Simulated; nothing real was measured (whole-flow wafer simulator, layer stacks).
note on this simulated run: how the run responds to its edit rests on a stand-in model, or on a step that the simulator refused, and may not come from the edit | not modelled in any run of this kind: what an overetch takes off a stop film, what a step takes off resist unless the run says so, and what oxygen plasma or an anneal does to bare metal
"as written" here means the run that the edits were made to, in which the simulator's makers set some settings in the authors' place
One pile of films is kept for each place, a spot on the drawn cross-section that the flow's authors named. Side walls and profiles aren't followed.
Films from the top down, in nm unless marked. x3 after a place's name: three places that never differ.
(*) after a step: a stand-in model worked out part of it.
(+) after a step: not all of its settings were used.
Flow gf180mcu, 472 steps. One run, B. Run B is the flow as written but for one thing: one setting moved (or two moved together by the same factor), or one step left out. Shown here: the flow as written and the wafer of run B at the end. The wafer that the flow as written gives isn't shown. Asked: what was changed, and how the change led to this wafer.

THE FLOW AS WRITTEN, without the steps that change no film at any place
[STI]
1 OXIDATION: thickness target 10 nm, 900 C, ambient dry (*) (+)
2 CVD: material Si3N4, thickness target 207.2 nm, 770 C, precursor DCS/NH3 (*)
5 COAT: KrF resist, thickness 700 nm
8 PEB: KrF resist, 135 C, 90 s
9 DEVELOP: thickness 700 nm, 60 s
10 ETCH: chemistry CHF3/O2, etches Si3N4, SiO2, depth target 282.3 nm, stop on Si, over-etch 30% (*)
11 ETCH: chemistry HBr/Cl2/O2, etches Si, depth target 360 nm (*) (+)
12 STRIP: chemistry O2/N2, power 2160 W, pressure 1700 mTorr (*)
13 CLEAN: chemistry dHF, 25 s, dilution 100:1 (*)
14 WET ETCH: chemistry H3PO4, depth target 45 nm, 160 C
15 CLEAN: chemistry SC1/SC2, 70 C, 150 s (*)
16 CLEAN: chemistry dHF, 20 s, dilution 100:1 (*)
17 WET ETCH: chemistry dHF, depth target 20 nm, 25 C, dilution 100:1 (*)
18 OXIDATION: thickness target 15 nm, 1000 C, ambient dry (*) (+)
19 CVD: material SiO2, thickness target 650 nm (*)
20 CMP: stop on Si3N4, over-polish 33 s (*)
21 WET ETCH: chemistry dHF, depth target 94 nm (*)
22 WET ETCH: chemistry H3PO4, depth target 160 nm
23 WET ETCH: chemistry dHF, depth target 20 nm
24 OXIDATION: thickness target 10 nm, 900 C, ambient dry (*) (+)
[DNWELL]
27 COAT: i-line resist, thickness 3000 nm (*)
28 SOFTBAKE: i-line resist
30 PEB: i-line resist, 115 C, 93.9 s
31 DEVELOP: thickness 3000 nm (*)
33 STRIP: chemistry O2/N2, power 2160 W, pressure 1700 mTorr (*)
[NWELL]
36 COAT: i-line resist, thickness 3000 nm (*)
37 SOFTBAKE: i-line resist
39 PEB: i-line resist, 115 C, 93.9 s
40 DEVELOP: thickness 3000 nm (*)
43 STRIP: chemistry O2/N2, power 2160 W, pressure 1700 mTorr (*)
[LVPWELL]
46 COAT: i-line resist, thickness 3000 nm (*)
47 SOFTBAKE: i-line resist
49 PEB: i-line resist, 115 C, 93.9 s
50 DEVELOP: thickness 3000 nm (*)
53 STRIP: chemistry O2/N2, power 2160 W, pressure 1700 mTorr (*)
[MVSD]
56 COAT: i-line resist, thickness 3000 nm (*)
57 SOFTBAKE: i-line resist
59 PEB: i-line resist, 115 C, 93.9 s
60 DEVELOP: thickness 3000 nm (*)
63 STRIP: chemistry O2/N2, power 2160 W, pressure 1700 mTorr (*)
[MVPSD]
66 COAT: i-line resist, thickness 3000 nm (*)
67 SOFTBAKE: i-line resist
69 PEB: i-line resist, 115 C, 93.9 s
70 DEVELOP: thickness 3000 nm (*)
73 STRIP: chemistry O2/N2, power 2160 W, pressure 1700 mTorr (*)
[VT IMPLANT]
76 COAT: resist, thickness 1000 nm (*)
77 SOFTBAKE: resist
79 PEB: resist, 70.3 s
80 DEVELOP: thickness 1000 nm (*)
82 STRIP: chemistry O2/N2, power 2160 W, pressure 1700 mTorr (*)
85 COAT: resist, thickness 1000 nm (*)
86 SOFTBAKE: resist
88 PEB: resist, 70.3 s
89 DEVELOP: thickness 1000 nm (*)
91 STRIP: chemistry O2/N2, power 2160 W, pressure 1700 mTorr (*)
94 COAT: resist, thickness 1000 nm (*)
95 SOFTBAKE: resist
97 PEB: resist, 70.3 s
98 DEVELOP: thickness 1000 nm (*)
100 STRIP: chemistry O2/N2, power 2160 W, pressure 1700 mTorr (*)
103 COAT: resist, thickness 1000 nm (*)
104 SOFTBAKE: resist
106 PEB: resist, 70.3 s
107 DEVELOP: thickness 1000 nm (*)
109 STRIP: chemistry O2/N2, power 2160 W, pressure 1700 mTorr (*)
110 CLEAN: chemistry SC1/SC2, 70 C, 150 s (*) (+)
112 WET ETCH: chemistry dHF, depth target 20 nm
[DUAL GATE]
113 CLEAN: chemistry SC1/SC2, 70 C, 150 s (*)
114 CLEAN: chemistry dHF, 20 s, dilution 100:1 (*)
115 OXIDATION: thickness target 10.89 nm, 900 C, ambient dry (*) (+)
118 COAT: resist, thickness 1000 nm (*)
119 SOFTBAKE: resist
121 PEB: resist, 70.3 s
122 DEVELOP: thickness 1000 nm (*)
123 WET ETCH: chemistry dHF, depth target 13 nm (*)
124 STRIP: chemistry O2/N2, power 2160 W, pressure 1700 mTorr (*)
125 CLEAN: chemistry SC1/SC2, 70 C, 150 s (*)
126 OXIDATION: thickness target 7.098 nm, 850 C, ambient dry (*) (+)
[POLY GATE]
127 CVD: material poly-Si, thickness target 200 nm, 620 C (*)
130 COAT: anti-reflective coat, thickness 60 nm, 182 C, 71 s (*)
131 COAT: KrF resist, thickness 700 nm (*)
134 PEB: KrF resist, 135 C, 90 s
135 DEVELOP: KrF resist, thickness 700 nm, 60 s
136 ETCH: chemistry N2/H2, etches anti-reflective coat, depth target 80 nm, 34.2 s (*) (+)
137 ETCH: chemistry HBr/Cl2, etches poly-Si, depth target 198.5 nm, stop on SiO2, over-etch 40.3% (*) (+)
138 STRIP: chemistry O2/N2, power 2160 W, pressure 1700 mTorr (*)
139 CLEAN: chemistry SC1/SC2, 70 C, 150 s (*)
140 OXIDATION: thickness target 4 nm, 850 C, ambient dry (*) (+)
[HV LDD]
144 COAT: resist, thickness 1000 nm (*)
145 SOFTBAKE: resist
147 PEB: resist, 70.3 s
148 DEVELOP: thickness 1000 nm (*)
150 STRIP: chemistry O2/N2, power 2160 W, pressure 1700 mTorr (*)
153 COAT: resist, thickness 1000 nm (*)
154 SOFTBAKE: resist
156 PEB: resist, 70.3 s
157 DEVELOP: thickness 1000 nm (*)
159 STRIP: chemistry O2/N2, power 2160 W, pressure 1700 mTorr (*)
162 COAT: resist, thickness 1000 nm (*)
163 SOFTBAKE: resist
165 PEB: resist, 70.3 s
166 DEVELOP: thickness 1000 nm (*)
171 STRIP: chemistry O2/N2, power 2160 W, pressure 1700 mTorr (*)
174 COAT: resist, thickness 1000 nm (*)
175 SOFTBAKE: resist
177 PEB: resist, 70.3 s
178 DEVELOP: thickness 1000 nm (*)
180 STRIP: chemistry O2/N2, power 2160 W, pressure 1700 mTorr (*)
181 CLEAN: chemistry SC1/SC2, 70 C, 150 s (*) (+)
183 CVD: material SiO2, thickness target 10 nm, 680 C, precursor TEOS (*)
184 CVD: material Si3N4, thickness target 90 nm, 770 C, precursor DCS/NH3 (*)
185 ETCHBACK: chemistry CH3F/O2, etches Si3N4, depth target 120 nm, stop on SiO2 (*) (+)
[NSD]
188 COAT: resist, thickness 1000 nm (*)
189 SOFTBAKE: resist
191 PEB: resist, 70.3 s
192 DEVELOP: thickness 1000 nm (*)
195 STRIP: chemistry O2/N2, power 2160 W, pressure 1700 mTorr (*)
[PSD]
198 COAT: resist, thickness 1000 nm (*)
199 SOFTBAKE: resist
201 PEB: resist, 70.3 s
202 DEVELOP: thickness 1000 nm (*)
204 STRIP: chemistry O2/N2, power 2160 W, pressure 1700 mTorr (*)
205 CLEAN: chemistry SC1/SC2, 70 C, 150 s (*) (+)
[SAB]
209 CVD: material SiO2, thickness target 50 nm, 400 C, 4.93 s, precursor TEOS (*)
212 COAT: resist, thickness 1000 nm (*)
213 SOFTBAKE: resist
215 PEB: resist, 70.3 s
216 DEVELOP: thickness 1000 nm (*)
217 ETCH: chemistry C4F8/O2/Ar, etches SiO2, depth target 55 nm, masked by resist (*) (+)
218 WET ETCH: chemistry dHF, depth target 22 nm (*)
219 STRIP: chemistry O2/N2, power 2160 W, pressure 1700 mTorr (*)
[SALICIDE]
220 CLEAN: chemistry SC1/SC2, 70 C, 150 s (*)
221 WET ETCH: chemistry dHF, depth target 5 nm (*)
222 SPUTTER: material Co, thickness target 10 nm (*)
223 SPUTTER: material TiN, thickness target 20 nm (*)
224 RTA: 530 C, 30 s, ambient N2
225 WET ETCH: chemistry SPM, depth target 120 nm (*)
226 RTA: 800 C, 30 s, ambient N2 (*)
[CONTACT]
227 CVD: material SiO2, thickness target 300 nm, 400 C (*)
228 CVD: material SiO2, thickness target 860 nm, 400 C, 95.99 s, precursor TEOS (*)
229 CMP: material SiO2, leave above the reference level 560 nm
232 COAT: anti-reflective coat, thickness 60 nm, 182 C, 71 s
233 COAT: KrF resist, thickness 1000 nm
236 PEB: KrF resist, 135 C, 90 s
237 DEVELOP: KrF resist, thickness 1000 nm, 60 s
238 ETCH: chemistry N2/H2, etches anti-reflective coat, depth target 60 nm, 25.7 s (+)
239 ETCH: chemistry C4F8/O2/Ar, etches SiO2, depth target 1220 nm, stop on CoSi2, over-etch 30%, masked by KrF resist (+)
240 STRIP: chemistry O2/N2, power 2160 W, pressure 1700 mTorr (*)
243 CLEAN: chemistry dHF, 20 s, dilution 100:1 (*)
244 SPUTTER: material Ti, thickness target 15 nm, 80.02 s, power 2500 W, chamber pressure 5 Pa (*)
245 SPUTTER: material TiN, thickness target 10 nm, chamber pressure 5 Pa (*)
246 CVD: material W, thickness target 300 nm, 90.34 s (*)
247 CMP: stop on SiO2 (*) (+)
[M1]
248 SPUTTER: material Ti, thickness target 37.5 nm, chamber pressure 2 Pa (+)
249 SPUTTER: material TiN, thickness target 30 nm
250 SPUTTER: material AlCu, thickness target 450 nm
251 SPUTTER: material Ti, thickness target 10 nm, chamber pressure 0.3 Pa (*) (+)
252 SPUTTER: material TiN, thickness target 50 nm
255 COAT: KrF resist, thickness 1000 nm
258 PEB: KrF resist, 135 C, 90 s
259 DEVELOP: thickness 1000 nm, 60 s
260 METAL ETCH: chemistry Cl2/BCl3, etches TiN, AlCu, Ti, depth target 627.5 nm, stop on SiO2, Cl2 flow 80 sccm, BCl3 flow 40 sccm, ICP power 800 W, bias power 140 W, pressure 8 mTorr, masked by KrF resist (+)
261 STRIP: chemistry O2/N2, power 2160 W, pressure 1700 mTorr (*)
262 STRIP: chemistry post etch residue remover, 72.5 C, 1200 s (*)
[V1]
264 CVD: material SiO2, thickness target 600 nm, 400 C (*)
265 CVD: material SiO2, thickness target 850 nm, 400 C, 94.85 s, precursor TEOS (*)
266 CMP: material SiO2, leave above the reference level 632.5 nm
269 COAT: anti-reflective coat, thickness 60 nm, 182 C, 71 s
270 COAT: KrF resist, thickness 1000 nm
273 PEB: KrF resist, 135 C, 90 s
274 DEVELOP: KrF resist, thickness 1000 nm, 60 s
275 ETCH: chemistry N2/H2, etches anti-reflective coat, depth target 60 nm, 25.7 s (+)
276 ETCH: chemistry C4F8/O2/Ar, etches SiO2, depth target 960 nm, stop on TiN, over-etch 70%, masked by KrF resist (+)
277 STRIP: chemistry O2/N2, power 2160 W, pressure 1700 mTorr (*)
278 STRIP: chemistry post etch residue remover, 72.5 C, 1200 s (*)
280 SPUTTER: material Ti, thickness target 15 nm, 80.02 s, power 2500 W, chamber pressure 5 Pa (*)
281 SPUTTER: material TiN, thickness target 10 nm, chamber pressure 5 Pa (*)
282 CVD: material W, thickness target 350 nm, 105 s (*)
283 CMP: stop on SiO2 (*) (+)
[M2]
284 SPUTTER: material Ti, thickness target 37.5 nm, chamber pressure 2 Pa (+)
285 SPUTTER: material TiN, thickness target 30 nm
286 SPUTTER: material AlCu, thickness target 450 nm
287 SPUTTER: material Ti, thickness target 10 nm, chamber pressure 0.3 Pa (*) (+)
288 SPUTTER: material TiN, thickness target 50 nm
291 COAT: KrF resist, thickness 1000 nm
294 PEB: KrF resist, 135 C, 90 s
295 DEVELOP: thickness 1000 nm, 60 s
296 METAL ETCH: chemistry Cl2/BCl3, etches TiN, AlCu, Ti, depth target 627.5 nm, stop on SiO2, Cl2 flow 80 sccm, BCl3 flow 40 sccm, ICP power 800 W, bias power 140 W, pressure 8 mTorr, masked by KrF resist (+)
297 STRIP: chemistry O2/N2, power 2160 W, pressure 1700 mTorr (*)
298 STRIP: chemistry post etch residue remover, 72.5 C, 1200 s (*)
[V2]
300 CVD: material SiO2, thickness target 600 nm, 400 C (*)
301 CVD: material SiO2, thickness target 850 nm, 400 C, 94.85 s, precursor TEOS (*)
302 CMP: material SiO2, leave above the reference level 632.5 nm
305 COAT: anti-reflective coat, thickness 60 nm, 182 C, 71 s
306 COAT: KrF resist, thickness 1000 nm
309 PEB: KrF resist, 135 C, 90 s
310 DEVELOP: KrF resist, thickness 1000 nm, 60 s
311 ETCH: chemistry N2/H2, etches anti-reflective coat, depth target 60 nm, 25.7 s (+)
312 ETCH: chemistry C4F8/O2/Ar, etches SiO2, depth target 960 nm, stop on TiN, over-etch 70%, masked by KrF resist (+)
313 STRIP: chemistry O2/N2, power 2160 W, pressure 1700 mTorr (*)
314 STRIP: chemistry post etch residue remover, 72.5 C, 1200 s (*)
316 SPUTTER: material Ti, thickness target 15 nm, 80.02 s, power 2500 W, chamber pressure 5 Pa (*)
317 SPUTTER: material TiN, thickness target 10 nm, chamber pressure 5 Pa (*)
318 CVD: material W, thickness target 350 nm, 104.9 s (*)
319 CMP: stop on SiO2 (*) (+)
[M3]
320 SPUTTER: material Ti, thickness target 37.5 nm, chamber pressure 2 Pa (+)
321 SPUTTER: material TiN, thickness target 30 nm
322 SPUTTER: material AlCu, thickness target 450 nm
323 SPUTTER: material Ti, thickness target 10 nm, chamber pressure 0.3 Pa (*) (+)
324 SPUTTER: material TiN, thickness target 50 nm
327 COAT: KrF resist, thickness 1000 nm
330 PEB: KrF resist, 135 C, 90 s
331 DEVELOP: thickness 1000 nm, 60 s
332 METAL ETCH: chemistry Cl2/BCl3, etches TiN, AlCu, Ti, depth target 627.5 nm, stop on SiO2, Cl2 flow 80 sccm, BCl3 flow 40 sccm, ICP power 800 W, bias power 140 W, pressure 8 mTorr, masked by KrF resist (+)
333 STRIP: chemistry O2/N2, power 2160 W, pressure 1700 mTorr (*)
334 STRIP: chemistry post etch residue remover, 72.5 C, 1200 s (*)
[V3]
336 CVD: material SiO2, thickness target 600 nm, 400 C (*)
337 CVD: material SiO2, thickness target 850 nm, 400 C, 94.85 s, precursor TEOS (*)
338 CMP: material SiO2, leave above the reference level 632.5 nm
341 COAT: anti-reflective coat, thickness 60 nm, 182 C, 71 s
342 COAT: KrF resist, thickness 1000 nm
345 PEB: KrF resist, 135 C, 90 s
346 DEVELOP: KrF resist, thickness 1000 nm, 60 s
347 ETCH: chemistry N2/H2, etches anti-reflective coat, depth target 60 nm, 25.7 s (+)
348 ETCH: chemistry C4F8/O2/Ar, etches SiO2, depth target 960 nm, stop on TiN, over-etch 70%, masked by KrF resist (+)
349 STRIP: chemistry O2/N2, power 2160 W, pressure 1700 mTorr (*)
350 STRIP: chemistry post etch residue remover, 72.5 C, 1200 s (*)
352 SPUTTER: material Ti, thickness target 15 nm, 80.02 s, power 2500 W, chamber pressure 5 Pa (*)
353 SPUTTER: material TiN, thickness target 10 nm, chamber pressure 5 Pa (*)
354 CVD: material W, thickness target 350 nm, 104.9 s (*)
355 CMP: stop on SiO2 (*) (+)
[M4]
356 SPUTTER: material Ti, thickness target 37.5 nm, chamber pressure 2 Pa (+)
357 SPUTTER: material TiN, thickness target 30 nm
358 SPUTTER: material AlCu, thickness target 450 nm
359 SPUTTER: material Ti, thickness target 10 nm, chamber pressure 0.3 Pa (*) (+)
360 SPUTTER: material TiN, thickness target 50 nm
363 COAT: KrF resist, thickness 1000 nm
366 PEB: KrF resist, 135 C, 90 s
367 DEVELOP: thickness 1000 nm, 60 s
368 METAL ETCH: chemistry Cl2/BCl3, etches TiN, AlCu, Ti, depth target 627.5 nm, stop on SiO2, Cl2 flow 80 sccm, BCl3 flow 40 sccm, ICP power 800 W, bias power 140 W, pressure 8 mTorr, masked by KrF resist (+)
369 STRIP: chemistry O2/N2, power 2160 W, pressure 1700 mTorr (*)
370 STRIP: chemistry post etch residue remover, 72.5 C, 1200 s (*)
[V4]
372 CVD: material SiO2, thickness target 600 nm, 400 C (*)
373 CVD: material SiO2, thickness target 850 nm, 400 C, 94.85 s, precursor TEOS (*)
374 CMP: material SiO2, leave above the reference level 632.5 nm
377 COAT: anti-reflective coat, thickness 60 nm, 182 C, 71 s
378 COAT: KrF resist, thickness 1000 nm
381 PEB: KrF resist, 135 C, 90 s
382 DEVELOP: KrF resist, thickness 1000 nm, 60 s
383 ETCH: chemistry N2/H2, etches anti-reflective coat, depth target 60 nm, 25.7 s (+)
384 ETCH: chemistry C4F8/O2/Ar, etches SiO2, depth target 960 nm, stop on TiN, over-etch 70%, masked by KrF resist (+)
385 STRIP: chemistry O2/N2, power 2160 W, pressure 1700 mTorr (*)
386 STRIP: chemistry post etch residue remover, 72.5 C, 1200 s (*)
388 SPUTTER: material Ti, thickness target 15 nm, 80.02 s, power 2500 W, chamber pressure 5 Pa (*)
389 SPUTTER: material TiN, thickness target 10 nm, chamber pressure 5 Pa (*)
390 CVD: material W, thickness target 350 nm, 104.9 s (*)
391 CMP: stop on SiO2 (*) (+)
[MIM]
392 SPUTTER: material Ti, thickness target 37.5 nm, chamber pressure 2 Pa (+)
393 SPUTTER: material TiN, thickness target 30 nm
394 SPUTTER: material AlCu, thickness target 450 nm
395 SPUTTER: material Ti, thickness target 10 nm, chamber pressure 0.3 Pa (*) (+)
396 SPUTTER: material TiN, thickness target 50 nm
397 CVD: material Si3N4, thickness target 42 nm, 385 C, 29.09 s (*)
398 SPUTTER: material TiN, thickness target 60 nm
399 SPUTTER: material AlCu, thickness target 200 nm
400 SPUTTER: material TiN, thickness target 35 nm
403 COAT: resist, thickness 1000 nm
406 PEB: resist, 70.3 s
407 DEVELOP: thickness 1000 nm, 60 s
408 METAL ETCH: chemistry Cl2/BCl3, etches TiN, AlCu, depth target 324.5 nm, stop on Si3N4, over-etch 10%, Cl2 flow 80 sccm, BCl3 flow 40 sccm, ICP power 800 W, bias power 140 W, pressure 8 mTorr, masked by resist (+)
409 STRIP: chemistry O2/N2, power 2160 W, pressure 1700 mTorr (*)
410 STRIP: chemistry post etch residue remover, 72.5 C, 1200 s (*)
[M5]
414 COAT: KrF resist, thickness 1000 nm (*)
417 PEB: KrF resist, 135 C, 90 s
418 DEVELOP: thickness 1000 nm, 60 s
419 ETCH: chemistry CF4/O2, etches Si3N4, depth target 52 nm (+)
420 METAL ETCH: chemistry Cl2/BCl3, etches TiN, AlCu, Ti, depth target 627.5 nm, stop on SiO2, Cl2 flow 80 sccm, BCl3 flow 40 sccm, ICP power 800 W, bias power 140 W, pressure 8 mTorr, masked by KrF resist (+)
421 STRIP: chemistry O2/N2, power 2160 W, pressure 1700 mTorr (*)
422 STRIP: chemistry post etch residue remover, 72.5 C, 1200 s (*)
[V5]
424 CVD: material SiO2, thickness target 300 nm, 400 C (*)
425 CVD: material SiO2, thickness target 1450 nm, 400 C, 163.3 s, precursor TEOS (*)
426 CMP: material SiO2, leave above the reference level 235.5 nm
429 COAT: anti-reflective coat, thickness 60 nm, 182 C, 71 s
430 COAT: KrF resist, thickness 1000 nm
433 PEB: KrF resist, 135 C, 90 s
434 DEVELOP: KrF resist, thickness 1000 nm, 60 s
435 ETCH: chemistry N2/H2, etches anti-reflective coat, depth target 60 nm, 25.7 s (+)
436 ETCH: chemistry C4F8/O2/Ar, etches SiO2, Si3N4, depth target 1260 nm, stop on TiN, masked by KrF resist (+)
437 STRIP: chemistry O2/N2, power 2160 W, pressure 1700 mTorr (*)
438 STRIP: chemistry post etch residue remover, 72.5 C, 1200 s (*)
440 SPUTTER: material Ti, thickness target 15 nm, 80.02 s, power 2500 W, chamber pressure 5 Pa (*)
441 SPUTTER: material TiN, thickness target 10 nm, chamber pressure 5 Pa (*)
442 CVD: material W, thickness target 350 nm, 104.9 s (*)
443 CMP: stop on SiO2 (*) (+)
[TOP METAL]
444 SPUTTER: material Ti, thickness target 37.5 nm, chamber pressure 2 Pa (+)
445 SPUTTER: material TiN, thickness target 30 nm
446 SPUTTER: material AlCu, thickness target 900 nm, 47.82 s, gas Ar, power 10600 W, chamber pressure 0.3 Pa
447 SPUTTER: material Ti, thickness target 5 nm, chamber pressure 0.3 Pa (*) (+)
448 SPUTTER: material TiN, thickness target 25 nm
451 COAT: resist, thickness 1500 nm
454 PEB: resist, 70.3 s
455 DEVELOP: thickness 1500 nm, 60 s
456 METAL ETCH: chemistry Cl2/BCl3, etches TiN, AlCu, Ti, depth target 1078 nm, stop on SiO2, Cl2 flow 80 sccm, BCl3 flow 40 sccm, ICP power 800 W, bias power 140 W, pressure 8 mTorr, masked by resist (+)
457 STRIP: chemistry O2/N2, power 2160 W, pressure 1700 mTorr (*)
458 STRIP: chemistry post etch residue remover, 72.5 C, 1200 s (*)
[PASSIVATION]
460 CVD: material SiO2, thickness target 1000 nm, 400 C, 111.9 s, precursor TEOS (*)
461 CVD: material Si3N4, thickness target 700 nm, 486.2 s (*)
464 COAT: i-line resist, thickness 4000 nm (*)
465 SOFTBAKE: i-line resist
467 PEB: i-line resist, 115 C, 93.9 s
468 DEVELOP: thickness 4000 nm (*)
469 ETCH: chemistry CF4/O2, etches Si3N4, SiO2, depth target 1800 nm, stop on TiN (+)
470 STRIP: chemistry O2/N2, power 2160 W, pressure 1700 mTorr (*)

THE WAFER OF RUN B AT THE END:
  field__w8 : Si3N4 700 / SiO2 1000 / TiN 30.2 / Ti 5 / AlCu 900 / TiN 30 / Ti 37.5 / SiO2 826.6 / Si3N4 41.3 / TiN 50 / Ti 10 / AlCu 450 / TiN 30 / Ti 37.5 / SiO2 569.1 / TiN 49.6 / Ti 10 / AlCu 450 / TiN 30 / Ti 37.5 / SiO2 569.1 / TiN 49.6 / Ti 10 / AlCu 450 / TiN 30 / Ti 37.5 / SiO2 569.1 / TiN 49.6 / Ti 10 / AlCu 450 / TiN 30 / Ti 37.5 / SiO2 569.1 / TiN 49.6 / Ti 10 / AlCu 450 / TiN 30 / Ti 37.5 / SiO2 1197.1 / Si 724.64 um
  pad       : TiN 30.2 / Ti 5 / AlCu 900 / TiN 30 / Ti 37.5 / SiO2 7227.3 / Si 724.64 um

The cause: step 448, SPUTTER: thickness target 30.6 nm was run, where the flow has thickness target 25 nm.

How the change led to this, step by step:
  448 SPUTTER: material TiN, thickness target 25 nm
      field, field__w1, field__w2 and 109 more: TiN +30.6 (new film) (as written it would be: TiN +25 (new film))
  456 METAL ETCH: chemistry Cl2/BCl3, etches TiN, AlCu, Ti, depth target 1078 nm, stop on SiO2, Cl2 flow 80 sccm, BCl3 flow 40 sccm, ICP power 800 W, bias power 140 W, pressure 8 mTorr, masked by resist (+)
      field, field__w1, field__w2 and 103 more: TiN -30.6 (all of it), Ti -5 (all of it), AlCu -900 (all of it), TiN -30 (all of it), Ti -37.5 (all of it) (as written it would be: TiN -25 (all of it), Ti -5 (all of it), AlCu -900 (all of it), TiN -30 (all of it), Ti -37.5 (all of it))
  465 SOFTBAKE: i-line resist
      gate: i-line resist -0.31 (as written it would be: i-line resist +1.79)
      field__w11, field__w13: i-line resist +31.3 (as written it would be: i-line resist +37.6)
      (and at 58 more places)
